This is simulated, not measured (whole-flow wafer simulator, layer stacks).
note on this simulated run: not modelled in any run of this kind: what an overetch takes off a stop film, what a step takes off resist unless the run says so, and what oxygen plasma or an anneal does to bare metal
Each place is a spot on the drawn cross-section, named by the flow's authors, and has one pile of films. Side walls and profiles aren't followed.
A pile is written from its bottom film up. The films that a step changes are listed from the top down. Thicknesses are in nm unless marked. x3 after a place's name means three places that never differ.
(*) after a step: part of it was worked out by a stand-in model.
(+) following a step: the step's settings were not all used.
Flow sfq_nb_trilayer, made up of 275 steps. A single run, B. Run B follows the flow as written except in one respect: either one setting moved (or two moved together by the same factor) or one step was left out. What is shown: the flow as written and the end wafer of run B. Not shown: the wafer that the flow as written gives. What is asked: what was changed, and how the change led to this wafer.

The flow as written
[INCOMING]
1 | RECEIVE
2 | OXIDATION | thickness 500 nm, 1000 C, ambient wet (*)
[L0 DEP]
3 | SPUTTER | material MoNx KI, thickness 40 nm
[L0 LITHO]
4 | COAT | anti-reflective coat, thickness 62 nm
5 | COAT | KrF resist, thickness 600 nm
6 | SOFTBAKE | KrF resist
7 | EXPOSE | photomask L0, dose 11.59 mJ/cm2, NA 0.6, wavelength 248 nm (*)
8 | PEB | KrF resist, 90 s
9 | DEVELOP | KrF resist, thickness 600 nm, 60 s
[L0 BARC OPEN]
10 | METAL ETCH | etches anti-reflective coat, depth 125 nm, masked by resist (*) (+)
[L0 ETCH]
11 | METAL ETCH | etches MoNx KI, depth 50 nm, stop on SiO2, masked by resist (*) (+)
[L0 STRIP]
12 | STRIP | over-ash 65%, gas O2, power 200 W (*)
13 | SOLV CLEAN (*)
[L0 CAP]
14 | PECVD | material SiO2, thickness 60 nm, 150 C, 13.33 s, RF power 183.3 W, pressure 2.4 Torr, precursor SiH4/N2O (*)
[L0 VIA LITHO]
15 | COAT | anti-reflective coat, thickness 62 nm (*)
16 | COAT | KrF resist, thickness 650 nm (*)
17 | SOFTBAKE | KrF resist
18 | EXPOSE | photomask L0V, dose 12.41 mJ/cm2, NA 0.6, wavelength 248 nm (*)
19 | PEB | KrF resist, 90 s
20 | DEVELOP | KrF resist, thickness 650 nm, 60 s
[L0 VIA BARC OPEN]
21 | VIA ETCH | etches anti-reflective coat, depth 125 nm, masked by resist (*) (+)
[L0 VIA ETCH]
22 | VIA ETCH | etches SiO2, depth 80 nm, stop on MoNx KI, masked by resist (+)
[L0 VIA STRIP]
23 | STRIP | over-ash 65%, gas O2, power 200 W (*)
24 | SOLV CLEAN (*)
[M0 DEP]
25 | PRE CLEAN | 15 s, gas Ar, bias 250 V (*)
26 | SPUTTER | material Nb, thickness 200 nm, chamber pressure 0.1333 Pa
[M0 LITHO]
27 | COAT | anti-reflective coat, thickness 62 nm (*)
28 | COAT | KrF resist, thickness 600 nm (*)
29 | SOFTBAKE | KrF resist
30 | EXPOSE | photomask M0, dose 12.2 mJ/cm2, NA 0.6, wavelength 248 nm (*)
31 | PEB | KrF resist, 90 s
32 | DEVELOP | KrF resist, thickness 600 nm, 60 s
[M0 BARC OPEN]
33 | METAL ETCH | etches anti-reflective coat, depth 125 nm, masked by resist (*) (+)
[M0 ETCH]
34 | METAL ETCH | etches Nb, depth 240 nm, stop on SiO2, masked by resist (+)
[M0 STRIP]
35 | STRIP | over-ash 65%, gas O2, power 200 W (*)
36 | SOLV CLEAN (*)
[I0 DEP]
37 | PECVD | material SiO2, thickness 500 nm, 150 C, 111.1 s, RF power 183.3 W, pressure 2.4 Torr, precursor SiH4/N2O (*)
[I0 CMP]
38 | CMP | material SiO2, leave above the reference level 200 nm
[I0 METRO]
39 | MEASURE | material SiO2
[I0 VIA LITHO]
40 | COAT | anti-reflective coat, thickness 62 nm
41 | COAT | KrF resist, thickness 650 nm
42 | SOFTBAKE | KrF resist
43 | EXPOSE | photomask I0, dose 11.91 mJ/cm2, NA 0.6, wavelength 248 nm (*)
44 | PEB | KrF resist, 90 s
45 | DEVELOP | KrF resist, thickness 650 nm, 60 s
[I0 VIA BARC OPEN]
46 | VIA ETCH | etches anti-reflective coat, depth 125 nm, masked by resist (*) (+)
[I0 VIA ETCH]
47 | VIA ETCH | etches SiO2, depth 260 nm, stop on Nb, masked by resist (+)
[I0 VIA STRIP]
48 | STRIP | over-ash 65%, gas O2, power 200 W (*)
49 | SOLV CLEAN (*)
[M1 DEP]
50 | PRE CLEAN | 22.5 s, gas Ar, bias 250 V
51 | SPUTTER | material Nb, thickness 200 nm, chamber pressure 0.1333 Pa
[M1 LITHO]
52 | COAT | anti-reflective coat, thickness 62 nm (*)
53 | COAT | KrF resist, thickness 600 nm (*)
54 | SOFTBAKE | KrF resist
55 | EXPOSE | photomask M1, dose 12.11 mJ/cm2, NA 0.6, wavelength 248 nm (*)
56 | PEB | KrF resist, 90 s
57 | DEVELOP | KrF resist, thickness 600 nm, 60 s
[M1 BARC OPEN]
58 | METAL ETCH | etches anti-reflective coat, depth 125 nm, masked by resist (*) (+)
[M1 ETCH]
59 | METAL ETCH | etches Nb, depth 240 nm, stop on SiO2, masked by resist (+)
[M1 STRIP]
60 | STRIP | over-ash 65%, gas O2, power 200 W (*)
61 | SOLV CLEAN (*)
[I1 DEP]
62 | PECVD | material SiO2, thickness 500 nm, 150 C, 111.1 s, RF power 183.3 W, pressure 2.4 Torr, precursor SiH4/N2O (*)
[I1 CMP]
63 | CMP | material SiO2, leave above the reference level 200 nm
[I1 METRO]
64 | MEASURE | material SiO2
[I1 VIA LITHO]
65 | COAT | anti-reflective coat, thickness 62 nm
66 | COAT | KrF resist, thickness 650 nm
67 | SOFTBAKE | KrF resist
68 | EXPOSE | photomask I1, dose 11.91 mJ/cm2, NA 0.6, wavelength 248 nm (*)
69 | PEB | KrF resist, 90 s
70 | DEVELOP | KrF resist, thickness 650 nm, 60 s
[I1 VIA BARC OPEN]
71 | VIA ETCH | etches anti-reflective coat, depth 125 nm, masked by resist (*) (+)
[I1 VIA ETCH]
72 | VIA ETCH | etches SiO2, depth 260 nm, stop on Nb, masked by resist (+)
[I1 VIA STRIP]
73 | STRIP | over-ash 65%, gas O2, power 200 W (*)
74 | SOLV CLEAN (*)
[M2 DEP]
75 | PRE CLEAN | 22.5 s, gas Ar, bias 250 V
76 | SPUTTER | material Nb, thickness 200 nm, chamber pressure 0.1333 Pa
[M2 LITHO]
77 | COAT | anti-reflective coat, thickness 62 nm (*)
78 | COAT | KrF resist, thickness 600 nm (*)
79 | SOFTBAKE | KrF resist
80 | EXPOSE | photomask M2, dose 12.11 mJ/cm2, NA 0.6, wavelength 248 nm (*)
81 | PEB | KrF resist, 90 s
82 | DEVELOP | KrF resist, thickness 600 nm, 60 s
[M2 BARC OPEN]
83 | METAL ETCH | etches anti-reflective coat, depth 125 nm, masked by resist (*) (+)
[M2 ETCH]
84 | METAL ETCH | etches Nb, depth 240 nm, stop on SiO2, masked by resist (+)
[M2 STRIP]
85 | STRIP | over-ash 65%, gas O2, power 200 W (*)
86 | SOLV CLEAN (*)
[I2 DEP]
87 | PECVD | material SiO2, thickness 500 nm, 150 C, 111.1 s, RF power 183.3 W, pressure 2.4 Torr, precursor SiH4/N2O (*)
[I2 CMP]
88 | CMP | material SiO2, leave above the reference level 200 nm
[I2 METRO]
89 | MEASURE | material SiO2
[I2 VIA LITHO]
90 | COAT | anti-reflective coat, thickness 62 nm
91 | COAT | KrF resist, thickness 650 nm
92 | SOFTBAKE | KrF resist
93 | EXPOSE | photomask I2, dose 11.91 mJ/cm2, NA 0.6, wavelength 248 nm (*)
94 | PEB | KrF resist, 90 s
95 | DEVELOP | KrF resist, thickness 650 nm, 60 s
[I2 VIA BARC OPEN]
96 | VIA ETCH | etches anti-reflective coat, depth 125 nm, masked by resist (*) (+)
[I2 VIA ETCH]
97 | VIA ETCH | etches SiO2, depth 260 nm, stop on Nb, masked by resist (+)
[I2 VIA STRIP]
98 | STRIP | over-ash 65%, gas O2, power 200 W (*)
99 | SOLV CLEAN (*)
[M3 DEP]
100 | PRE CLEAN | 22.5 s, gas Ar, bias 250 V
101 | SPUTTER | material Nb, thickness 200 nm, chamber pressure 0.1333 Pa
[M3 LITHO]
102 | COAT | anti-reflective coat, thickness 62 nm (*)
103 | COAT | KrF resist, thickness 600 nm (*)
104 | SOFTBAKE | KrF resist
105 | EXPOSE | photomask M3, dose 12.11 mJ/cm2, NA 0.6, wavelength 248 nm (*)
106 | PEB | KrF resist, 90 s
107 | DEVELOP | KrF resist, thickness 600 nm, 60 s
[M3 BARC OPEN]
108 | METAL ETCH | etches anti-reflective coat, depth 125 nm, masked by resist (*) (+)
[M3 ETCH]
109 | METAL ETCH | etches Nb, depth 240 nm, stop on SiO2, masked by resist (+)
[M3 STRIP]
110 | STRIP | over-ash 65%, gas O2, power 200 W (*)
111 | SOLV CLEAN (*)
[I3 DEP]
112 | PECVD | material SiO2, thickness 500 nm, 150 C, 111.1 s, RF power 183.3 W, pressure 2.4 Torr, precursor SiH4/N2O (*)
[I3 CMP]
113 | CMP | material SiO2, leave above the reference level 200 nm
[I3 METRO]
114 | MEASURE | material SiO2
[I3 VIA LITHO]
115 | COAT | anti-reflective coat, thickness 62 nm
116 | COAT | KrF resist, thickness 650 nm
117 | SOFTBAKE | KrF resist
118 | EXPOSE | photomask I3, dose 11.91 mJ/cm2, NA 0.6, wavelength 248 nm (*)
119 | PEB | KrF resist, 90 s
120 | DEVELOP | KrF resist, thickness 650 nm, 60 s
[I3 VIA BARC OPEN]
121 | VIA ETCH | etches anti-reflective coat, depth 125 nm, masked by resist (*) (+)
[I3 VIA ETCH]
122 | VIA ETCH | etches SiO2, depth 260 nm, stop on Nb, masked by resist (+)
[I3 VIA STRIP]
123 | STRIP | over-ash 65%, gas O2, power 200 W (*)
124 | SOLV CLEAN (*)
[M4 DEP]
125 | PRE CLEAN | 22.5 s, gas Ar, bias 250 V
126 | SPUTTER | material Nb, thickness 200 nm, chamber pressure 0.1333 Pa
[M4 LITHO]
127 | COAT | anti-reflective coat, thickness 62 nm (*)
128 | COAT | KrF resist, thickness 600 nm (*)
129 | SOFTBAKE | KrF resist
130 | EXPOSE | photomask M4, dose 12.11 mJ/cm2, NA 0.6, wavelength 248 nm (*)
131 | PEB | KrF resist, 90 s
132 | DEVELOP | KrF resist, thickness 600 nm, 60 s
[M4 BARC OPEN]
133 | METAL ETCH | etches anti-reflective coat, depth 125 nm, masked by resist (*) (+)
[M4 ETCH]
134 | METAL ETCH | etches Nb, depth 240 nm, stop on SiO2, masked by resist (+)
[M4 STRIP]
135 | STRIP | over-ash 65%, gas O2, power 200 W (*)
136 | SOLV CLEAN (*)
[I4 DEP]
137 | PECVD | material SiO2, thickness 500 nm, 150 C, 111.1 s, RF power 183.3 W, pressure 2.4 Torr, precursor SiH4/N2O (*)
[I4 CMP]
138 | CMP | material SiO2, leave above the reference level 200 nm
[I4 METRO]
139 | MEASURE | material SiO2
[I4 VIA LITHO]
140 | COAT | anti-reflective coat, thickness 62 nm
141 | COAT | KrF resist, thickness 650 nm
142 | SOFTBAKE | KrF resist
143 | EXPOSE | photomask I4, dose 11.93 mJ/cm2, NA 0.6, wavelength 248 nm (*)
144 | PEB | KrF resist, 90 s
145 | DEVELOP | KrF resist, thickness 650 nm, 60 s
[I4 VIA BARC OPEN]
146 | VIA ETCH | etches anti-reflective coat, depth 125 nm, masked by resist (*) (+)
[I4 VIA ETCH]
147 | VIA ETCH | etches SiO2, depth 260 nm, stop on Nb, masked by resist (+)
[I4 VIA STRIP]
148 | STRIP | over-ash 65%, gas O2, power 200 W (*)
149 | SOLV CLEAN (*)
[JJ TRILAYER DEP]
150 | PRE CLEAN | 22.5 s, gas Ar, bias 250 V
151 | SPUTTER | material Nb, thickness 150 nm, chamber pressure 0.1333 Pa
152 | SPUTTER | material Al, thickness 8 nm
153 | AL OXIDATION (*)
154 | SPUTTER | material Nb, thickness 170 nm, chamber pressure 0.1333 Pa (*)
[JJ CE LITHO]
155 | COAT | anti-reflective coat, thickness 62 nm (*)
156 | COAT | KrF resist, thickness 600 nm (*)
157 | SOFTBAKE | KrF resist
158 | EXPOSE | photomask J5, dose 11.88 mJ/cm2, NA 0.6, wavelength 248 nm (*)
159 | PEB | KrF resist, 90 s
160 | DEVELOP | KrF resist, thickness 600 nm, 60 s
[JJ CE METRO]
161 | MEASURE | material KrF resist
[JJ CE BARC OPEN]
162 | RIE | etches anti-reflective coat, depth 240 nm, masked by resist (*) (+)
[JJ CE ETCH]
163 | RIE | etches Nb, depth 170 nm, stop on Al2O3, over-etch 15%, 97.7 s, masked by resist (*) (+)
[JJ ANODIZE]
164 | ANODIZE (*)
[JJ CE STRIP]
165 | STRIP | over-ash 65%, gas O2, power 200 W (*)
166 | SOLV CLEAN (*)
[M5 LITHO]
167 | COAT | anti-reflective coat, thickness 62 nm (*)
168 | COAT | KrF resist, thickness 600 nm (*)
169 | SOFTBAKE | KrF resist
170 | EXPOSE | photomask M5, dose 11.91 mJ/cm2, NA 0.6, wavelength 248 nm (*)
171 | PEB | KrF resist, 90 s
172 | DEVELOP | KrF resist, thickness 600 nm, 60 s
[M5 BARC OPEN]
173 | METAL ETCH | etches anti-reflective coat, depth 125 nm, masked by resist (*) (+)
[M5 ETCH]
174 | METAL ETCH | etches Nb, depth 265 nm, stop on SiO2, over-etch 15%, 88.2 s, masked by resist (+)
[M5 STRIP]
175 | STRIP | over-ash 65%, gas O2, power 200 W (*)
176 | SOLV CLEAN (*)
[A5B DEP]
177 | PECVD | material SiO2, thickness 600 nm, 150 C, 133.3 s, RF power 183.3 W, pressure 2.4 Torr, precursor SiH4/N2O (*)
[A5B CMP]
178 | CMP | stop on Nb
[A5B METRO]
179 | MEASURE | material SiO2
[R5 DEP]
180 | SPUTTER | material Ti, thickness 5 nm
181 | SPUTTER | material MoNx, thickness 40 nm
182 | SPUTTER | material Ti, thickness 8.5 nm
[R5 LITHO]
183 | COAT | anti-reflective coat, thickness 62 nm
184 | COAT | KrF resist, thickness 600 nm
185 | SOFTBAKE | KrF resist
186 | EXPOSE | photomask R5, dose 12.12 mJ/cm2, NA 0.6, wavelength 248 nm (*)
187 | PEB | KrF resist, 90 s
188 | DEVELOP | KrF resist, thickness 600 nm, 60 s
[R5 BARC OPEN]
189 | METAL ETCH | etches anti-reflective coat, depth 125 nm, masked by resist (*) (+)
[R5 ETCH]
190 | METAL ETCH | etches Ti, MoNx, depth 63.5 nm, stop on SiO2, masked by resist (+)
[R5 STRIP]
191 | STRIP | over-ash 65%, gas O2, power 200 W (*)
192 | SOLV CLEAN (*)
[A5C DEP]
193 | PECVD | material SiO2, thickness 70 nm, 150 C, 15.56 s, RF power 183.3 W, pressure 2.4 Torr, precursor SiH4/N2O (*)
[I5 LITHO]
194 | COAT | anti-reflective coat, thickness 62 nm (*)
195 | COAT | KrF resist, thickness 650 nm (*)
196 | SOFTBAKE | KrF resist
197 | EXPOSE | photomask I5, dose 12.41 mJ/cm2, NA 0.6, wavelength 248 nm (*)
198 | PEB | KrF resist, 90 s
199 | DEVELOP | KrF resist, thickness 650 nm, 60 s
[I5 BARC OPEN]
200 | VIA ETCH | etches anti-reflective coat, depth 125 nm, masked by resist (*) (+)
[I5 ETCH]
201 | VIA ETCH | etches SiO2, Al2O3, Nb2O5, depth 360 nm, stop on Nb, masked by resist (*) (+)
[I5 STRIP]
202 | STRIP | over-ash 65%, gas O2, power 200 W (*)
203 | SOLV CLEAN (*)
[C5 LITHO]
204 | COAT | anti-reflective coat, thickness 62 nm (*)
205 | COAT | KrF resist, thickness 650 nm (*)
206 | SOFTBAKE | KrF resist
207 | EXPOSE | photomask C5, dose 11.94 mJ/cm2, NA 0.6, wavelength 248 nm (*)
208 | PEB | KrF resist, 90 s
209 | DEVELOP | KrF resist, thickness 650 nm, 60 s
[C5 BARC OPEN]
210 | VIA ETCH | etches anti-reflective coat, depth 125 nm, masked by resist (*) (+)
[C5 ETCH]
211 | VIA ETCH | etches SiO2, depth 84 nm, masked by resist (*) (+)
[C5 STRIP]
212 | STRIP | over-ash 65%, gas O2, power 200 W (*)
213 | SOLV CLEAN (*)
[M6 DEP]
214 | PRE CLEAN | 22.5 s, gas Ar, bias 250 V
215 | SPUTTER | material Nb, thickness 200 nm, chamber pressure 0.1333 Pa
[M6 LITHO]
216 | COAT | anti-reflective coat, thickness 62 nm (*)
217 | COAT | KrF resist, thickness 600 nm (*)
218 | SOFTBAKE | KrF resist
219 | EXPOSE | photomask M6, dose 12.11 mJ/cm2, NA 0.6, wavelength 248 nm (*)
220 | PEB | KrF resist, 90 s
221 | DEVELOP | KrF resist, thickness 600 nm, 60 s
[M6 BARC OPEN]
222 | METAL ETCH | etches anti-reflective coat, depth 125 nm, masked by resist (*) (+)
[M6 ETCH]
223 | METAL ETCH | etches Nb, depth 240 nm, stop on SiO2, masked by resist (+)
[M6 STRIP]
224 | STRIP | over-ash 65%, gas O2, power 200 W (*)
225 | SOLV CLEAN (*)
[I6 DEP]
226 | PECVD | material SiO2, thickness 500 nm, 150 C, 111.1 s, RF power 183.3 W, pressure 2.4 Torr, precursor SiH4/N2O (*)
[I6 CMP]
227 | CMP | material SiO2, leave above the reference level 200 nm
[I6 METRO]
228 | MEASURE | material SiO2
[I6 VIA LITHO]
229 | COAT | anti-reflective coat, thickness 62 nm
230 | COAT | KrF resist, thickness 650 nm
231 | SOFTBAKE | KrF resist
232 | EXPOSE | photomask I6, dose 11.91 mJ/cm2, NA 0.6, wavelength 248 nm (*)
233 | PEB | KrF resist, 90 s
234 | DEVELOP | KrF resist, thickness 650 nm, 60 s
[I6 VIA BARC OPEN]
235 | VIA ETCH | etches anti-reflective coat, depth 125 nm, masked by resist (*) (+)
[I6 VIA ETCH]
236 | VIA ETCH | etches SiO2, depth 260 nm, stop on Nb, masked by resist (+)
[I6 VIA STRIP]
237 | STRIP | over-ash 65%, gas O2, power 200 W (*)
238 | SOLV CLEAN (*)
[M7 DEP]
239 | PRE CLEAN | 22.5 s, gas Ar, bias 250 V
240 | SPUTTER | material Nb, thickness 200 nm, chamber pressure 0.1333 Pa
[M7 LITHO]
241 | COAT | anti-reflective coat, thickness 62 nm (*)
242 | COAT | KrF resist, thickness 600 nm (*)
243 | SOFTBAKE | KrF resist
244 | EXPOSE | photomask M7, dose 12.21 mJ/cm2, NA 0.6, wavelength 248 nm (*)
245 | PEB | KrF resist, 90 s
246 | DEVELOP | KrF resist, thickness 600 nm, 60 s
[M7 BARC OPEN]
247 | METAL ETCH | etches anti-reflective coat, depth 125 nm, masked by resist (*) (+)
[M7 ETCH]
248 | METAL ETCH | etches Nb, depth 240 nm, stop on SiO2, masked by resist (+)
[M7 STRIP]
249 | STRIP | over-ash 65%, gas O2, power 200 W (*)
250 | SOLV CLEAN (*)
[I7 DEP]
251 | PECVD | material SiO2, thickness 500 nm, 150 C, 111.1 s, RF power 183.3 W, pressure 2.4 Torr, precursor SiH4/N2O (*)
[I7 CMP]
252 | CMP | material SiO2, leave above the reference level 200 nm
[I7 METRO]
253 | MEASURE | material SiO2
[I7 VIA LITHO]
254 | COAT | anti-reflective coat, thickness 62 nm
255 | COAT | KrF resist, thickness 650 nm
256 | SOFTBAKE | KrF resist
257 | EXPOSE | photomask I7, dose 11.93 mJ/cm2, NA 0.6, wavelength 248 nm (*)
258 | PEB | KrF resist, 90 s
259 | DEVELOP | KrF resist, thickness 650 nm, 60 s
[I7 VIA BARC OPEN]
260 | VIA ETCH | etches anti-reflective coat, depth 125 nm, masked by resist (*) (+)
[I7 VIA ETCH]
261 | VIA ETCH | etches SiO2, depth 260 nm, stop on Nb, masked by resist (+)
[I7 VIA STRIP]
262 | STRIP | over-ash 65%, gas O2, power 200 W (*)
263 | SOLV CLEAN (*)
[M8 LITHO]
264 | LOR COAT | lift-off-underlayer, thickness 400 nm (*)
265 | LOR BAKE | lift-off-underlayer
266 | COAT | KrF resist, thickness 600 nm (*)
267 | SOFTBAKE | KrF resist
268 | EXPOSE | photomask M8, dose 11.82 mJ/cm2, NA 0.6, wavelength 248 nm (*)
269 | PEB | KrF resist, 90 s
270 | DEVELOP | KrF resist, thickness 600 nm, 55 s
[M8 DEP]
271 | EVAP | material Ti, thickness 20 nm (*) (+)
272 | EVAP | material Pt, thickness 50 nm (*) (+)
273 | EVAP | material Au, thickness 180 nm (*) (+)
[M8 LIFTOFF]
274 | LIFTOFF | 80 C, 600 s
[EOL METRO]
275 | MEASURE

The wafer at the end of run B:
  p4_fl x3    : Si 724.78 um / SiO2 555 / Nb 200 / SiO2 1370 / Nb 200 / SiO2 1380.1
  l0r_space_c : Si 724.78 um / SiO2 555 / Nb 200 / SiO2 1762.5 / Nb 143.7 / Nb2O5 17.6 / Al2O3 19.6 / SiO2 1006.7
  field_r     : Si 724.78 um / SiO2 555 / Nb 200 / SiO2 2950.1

The reason: step 152, SPUTTER: thickness 12.2 nm was run, though the flow has thickness 8 nm.

The path from the change to this, step by step:
  152 | SPUTTER | material Al, thickness 8 nm
      field_l, v_sur, via_sp and 100 more: +12.2 Al (new film) (as written it would have been: +8 Al (new film))
      via_wl, via_wr: +7.84 Al (new film) (as written it would have been: +5.14 Al (new film))
      (as well as at 1 more place)
  164 | ANODIZE (*)
      field_l, v_sur, via_sp and 96 more: +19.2 Al2O3, +17.6 Nb2O5 (new film), -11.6 Al (all of it), -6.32 Nb (as written it would have been: +12.2 Al2O3, +29.9 Nb2O5 (new film), -7.42 Al (all of it), -10.8 Nb)
      via_wl, via_wr: +12 Al2O3 (new film), +31.2 Nb2O5 (new film), -7.26 Al (all of it), -11.2 Nb (as written it would have been: +7.52 Al2O3 (new film), +39.2 Nb2O5 (new film), -4.56 Al (all of it), -14.1 Nb)
      (as well as at 1 more place)
  167 | COAT | anti-reflective coat, thickness 62 nm (*)
      ce_l: +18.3 anti-reflective coat (new film) (as written it would have been: +19.6 anti-reflective coat (new film))
      c5j: +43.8 anti-reflective coat (new film) (as written it would have been: +44.7 anti-reflective coat (new film))
      (as well as at 1 more place)
  174 | METAL ETCH | etches Nb, depth 265 nm, stop on SiO2, over-etch 15%, 88.2 s, masked by resist (+)
      field_l, r_sur, res and 50 more: -19.6 Al2O3 (all of it), -17.6 Nb2O5 (all of it), -143.7 Nb (all of it), -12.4 SiO2 (as written it would have been: -12.6 Al2O3 (all of it), -29.9 Nb2O5 (all of it), -139.2 Nb (all of it), -12.3 SiO2)
  175 | STRIP | over-ash 65%, gas O2, power 200 W (*)
      ce_l: -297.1 KrF resist (all of it), -18.3 anti-reflective coat (all of it) (as written it would have been: -299.6 KrF resist (all of it), -19.6 anti-reflective coat (all of it))
      c5j: -276.2 KrF resist (all of it), -43.8 anti-reflective coat (all of it) (as written it would have been: -279 KrF resist (all of it), -44.7 anti-reflective coat (all of it))
      (as well as at 1 more place)
  178 | CMP | stop on Nb
      via_wl, via_wr: -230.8 SiO2 (as written it would have been: -235.7 SiO2)
      via_w: -230.1 SiO2 (as written it would have been: -235.2 SiO2)
  201 | VIA ETCH | etches SiO2, Al2O3, Nb2O5, depth 360 nm, stop on Nb, masked by resist (*) (+)
      be: -221.6 SiO2 (all of it), -19.6 Al2O3 (all of it), -17.6 Nb2O5 (all of it) (as written it would have been: -216.4 SiO2 (all of it), -12.7 Al2O3 (all of it), -29.9 Nb2O5 (all of it))
